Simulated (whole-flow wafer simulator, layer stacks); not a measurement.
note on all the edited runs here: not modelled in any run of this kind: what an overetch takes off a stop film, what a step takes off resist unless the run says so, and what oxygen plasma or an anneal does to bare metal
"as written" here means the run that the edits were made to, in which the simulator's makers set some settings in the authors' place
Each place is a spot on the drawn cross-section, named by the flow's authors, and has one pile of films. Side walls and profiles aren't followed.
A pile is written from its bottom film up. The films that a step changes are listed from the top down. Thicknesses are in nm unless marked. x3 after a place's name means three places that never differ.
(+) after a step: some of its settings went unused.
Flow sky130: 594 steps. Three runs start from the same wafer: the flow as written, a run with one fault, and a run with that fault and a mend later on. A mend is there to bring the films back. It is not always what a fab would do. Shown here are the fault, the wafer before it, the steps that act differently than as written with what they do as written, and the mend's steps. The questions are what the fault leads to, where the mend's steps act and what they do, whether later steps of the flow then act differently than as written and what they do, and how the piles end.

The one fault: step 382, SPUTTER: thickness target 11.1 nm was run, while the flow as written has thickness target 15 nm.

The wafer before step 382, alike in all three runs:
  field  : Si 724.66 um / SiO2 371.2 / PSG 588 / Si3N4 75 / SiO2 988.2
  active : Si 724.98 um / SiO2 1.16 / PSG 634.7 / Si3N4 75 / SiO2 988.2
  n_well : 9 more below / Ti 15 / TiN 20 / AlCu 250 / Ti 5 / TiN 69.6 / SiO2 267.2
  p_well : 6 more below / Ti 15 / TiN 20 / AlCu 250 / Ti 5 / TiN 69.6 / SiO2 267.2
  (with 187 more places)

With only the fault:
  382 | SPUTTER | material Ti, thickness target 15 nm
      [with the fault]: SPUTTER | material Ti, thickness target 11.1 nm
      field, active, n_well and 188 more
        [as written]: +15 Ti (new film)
        [with the fault]: +11.1 Ti (new film)
  Steps later in the flow that act otherwise than as written (not shown: 18 more steps that differ only slightly, by at most 2% or 0.5 nm, whichever is larger):
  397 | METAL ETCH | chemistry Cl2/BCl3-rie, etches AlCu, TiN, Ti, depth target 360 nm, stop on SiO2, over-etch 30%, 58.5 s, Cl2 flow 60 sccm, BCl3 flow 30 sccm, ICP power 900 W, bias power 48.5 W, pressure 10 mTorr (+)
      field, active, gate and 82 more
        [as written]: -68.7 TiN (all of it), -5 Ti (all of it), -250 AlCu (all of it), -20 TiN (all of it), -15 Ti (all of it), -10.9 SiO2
        [with the fault]: -68.7 TiN (all of it), -5 Ti (all of it), -250 AlCu (all of it), -20 TiN (all of it), -11.1 Ti (all of it), -11.3 SiO2
  At n_well, p_well, gate_hv and 103 more, the piles at the end differ from the flow's by more than 2% or 0.5 nm, whichever is larger.
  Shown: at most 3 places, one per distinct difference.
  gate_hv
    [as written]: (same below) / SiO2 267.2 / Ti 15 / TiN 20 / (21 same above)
    [with the fault]: (same below) / SiO2 267.2 / Ti 11.1 / TiN 20 / (21 same above)
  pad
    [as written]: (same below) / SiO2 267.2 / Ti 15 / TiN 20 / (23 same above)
    [with the fault]: (same below) / SiO2 267.2 / Ti 11.1 / TiN 20 / (23 same above)
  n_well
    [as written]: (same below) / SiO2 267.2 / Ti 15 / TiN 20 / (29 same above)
    [with the fault]: (same below) / SiO2 267.2 / Ti 11.1 / TiN 20 / (29 same above)

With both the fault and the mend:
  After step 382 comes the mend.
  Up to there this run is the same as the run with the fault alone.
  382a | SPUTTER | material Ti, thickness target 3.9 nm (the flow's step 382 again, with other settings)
      field, active, n_well and 188 more
        +3.9 Ti
  None of the later steps of the flow acts differently than as written at any place that is followed.
  By the end, the piles equal the flow's at every place that both follow.
